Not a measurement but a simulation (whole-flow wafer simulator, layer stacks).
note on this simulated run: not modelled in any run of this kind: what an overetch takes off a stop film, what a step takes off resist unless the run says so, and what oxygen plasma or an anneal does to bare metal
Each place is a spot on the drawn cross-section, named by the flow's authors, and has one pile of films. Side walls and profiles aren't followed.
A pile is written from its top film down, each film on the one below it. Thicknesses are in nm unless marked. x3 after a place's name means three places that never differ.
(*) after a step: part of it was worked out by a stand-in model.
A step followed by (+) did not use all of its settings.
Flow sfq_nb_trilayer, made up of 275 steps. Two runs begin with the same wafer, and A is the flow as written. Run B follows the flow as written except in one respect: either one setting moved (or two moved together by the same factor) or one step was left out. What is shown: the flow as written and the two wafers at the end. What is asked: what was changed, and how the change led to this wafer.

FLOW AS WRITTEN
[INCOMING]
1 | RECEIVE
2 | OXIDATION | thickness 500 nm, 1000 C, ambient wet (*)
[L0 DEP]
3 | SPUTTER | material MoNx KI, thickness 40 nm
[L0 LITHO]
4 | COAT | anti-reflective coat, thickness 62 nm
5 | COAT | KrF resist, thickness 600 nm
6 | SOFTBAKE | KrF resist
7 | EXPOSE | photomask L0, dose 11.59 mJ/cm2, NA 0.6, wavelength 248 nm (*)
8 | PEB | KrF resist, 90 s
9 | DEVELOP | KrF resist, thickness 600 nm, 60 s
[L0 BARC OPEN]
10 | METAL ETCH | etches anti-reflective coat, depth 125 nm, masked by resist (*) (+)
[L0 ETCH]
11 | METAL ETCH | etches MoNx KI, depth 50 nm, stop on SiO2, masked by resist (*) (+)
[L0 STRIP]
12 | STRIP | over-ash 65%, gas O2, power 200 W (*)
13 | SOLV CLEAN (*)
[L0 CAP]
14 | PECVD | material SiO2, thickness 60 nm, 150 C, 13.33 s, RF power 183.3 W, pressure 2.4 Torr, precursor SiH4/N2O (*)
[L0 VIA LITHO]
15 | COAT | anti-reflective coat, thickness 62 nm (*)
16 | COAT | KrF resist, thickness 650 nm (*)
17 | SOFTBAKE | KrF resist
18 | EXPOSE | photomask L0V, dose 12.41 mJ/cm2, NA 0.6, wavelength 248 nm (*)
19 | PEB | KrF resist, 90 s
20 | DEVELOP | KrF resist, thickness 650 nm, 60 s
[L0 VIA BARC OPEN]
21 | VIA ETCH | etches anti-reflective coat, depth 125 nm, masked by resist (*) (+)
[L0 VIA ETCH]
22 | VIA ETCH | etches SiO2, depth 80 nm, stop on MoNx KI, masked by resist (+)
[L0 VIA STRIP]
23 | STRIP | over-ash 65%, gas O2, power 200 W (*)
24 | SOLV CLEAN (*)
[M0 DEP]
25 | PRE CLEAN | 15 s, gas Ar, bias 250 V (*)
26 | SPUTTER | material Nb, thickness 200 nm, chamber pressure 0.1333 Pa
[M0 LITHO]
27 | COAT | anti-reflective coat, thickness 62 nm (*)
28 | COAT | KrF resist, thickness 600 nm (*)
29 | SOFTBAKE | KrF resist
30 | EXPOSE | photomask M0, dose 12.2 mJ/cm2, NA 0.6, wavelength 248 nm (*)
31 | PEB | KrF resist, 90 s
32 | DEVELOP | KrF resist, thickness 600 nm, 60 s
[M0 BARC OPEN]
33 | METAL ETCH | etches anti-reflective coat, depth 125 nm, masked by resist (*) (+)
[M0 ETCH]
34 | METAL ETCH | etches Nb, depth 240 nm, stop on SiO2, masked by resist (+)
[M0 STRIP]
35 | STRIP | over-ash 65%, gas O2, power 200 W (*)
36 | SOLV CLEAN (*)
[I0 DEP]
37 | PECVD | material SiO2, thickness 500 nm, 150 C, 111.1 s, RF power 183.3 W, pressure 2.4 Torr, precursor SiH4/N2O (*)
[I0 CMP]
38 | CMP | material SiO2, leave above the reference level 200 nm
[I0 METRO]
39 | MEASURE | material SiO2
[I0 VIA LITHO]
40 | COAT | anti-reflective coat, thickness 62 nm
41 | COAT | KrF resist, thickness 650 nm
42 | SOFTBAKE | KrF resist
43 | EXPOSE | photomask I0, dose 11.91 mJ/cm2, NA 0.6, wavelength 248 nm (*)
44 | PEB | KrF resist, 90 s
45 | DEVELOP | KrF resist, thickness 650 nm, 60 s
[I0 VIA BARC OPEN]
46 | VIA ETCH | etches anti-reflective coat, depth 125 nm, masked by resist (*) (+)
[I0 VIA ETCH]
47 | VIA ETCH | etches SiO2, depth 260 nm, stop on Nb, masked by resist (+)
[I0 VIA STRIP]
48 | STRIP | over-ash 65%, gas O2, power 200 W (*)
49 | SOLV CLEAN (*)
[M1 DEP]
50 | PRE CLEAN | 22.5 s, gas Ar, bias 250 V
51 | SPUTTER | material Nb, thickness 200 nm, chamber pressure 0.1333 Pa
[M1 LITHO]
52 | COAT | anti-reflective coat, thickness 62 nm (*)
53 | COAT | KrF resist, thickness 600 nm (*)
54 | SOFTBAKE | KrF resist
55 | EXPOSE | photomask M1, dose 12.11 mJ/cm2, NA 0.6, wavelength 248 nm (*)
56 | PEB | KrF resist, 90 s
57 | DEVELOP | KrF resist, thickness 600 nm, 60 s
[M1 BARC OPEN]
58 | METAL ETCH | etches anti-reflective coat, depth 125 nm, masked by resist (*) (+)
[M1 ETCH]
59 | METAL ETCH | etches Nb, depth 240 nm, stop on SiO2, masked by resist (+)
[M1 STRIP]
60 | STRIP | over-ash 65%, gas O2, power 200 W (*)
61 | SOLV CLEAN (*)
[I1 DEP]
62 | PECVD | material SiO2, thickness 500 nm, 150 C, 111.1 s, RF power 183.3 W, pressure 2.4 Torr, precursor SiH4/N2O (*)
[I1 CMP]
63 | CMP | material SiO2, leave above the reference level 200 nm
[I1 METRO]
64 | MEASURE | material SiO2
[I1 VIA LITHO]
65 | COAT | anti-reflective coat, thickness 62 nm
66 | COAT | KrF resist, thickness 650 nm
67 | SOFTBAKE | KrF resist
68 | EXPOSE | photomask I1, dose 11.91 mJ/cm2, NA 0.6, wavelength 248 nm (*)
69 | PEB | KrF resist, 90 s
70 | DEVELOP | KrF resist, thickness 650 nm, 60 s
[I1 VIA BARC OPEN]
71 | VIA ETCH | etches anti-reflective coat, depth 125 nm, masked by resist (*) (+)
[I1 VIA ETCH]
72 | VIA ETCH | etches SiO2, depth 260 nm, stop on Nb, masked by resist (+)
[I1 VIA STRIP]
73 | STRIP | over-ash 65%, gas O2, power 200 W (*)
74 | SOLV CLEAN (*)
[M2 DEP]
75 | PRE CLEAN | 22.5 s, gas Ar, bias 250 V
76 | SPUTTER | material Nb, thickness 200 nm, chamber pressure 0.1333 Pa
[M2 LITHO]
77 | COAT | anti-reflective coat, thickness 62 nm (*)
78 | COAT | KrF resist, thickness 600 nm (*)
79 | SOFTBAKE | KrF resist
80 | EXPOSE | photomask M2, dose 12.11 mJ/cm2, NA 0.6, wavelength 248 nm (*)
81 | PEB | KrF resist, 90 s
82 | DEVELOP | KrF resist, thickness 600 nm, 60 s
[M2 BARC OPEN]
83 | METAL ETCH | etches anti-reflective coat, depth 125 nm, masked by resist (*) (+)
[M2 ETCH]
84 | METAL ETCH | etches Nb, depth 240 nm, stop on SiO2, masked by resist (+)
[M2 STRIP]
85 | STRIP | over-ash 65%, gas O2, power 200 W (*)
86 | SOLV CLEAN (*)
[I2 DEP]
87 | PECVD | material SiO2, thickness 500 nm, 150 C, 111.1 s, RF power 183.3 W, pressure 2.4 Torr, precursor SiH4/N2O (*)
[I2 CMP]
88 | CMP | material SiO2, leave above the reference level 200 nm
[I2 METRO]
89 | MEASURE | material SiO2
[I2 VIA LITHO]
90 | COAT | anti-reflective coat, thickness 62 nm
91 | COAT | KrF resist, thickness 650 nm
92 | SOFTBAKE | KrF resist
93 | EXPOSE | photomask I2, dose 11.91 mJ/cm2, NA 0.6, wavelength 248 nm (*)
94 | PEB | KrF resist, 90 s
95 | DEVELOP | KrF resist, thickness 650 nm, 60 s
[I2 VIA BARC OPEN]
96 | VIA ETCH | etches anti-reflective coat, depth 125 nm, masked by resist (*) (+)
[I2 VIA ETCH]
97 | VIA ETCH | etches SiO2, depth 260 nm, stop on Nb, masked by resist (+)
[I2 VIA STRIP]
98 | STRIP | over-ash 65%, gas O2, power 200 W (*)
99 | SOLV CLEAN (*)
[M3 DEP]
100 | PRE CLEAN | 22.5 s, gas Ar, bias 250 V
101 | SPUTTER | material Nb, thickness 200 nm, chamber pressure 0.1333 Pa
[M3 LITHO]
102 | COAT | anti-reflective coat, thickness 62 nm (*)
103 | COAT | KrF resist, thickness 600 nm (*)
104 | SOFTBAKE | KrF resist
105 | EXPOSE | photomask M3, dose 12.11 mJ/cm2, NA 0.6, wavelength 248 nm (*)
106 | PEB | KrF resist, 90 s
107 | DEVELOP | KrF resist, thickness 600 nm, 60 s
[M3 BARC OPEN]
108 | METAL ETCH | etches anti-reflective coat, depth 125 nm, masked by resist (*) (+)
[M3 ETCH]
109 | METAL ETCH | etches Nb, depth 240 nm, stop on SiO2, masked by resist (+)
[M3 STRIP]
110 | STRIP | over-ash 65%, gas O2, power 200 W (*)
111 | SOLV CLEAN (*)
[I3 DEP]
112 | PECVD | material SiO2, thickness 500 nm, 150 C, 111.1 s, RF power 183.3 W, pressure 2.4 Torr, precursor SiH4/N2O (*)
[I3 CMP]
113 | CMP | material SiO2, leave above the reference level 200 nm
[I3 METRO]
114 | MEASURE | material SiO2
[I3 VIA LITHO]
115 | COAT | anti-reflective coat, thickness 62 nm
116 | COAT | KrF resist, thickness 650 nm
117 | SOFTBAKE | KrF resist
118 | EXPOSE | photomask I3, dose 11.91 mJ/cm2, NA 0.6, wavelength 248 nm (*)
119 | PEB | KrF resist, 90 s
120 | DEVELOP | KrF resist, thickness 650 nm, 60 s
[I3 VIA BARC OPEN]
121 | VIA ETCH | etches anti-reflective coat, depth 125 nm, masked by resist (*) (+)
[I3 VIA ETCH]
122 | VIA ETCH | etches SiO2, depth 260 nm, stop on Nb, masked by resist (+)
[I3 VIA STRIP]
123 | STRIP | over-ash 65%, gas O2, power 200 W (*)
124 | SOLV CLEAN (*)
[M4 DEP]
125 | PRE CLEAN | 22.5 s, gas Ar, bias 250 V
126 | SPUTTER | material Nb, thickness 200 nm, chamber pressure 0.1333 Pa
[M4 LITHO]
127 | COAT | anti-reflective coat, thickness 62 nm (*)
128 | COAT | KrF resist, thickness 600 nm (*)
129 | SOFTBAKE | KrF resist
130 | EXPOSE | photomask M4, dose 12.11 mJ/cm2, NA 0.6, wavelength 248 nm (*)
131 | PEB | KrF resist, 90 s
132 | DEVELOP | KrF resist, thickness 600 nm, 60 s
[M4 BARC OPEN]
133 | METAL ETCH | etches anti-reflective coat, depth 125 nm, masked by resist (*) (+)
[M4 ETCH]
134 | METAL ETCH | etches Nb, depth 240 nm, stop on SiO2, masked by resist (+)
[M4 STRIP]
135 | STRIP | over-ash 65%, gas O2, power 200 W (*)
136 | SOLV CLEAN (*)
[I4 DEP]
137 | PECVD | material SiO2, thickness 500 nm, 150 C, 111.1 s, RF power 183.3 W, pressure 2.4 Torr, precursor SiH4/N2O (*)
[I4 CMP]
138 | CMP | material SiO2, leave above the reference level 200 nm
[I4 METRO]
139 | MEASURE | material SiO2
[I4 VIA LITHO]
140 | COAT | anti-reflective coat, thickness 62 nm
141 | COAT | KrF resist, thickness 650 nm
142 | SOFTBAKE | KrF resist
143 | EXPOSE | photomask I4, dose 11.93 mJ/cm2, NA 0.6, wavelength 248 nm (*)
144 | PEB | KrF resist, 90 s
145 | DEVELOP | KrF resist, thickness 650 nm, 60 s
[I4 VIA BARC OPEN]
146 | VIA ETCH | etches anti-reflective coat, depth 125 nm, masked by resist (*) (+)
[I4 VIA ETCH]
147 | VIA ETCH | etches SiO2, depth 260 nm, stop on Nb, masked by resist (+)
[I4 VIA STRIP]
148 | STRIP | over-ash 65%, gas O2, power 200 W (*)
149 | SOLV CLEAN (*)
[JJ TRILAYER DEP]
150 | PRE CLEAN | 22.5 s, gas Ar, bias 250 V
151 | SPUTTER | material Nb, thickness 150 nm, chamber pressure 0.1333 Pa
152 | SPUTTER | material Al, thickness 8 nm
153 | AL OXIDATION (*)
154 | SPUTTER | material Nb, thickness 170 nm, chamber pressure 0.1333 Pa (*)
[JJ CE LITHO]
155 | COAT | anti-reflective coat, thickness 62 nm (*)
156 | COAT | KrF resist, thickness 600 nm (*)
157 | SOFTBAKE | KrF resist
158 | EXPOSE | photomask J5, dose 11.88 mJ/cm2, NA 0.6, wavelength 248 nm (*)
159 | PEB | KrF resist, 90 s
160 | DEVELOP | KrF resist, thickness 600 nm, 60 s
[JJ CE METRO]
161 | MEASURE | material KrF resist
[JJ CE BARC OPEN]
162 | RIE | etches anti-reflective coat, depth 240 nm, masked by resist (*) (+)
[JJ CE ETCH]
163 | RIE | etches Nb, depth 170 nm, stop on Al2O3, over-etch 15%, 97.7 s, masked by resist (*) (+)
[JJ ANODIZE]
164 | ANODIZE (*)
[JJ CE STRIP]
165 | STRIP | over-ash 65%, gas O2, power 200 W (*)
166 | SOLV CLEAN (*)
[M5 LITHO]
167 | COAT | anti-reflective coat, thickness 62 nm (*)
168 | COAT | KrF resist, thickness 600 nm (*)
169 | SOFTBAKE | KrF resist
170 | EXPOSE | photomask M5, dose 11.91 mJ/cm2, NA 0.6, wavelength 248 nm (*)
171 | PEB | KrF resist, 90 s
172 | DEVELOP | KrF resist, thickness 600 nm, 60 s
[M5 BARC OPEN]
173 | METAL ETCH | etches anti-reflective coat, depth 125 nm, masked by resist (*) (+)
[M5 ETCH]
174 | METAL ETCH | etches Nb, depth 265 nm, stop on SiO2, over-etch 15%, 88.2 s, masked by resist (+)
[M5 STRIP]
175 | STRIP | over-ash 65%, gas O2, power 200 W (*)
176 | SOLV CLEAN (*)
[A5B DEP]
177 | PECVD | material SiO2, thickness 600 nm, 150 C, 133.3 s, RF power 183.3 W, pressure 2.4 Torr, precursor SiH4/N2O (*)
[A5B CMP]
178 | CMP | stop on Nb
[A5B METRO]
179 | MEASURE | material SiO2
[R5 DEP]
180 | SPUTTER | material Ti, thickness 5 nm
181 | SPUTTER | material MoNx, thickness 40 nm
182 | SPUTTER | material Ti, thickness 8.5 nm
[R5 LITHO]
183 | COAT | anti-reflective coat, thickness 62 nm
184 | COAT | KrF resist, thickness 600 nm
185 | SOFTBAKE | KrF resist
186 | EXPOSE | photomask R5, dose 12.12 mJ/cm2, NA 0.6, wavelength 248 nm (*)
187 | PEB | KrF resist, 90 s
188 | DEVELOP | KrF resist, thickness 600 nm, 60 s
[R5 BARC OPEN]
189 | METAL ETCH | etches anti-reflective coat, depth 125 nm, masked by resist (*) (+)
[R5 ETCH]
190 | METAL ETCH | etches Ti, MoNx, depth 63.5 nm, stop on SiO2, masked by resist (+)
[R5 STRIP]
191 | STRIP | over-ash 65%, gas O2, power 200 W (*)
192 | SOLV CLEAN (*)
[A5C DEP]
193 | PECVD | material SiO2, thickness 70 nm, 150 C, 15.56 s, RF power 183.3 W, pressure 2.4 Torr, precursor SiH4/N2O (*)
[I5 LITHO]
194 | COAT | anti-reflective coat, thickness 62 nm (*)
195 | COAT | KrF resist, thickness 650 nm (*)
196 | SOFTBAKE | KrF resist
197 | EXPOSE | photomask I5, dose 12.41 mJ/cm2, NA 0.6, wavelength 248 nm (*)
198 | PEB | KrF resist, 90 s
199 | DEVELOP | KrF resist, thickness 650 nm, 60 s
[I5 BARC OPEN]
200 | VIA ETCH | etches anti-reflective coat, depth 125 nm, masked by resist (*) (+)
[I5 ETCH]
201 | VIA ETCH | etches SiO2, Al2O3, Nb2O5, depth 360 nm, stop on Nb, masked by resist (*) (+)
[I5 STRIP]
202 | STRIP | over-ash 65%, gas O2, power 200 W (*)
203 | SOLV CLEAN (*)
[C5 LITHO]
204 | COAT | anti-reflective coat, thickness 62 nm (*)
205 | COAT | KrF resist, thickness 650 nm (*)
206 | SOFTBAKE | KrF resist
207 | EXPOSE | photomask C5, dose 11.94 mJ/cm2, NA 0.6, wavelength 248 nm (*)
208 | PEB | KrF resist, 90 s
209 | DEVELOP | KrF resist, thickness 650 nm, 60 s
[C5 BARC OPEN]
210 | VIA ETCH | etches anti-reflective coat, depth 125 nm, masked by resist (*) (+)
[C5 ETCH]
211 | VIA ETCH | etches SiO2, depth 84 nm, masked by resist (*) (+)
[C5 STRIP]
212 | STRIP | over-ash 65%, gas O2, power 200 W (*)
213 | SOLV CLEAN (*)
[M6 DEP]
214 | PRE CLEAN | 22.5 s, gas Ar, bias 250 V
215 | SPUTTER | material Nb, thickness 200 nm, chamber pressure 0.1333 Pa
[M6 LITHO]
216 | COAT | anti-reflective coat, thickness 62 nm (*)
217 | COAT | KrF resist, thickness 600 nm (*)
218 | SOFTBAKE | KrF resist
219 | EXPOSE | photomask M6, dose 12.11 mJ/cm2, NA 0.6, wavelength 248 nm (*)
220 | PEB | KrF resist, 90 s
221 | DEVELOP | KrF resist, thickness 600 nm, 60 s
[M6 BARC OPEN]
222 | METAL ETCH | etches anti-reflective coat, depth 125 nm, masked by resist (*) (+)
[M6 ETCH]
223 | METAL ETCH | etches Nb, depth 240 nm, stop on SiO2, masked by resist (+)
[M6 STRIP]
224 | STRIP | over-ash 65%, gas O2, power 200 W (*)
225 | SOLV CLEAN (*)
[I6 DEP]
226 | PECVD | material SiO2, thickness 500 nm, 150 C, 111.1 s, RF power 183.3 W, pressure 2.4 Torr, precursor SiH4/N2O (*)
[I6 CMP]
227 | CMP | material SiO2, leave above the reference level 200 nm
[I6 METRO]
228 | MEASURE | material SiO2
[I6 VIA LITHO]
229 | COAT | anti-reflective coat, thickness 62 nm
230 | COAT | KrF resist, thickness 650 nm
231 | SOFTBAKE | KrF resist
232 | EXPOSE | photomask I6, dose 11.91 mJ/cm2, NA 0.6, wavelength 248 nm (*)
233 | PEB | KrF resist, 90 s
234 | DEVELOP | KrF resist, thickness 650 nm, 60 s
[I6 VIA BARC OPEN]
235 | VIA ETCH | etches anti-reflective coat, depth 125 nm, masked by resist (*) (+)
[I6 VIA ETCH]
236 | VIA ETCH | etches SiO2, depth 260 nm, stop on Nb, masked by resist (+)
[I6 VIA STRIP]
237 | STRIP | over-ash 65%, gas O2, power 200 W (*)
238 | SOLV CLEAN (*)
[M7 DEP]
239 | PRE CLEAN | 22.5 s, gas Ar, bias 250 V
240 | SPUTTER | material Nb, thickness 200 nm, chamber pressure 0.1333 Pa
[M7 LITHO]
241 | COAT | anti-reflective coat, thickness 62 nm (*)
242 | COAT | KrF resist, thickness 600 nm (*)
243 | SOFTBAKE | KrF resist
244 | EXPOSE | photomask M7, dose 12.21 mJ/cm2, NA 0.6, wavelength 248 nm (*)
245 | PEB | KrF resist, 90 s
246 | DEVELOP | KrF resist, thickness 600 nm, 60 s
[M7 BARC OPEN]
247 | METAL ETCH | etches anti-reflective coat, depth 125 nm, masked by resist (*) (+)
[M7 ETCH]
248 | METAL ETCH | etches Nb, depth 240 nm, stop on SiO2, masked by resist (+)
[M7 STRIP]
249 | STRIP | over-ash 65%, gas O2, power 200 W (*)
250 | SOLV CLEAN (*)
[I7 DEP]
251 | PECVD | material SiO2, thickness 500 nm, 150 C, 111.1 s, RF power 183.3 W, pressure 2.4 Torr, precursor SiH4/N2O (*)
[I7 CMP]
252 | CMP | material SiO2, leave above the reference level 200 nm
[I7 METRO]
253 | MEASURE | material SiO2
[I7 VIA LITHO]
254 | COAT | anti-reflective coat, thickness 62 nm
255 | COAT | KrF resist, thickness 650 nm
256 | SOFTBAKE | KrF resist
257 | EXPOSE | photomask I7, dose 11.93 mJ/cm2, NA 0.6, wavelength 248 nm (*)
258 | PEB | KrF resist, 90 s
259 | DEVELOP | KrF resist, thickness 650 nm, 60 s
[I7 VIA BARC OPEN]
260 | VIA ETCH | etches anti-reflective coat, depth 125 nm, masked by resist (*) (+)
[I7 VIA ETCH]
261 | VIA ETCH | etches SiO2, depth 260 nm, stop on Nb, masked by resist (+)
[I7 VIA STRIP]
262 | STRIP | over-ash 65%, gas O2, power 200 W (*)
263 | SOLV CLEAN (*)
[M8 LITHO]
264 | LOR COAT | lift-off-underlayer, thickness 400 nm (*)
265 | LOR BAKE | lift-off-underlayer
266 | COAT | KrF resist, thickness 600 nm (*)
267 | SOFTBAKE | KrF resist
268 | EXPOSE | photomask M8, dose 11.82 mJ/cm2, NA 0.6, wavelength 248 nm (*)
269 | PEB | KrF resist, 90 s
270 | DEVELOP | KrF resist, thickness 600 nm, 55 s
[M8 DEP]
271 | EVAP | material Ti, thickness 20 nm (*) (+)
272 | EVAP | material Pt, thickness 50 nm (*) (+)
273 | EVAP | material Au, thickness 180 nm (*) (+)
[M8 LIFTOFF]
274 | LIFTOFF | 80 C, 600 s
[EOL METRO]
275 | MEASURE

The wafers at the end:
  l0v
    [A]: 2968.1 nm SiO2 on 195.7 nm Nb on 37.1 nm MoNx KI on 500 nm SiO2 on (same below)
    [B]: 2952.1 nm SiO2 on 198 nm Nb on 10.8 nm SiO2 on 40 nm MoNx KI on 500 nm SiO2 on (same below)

The reason: step 22, VIA ETCH: depth 44 nm was run, while the flow as written has depth 80 nm.

The path from the change to this, step by step:
  22 | VIA ETCH | etches SiO2, depth 80 nm, stop on MoNx KI, masked by resist (+)
      l0v: A SiO2 loses 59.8 (all of it) | B SiO2 loses 44
      field_l, v_sur, via_wl and 102 more: A KrF resist loses 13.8 | B KrF resist loses 7.59
  25 | PRE CLEAN | 15 s, gas Ar, bias 250 V (*)
      l0v: A MoNx KI loses 2.91 | B SiO2 loses 5
  27 | COAT | anti-reflective coat, thickness 62 nm (*)
      l0_sur: A anti-reflective coat gains 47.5 (new film) | B anti-reflective coat gains 49 (new film)
      l0v: A anti-reflective coat gains 78 (new film) | B anti-reflective coat gains 73.8 (new film)
  35 | STRIP | over-ash 65%, gas O2, power 200 W (*)
      l0_sur: A KrF resist loses 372 (all of it), anti-reflective coat loses 47.5 (all of it) | B KrF resist loses 372.8 (all of it), anti-reflective coat loses 49 (all of it)
      l0v: A KrF resist loses 405.3 (all of it), anti-reflective coat loses 78 (all of it) | B KrF resist loses 396.7 (all of it), anti-reflective coat loses 73.8 (all of it)
  38 | CMP | material SiO2, leave above the reference level 200 nm
      l0v: A SiO2 loses 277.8 | B SiO2 loses 293.8
If metal films that touch count as one body, l0v has 2 bodies (between them, from the top down: SiO2 10.8); the flow as written gives 1 body.
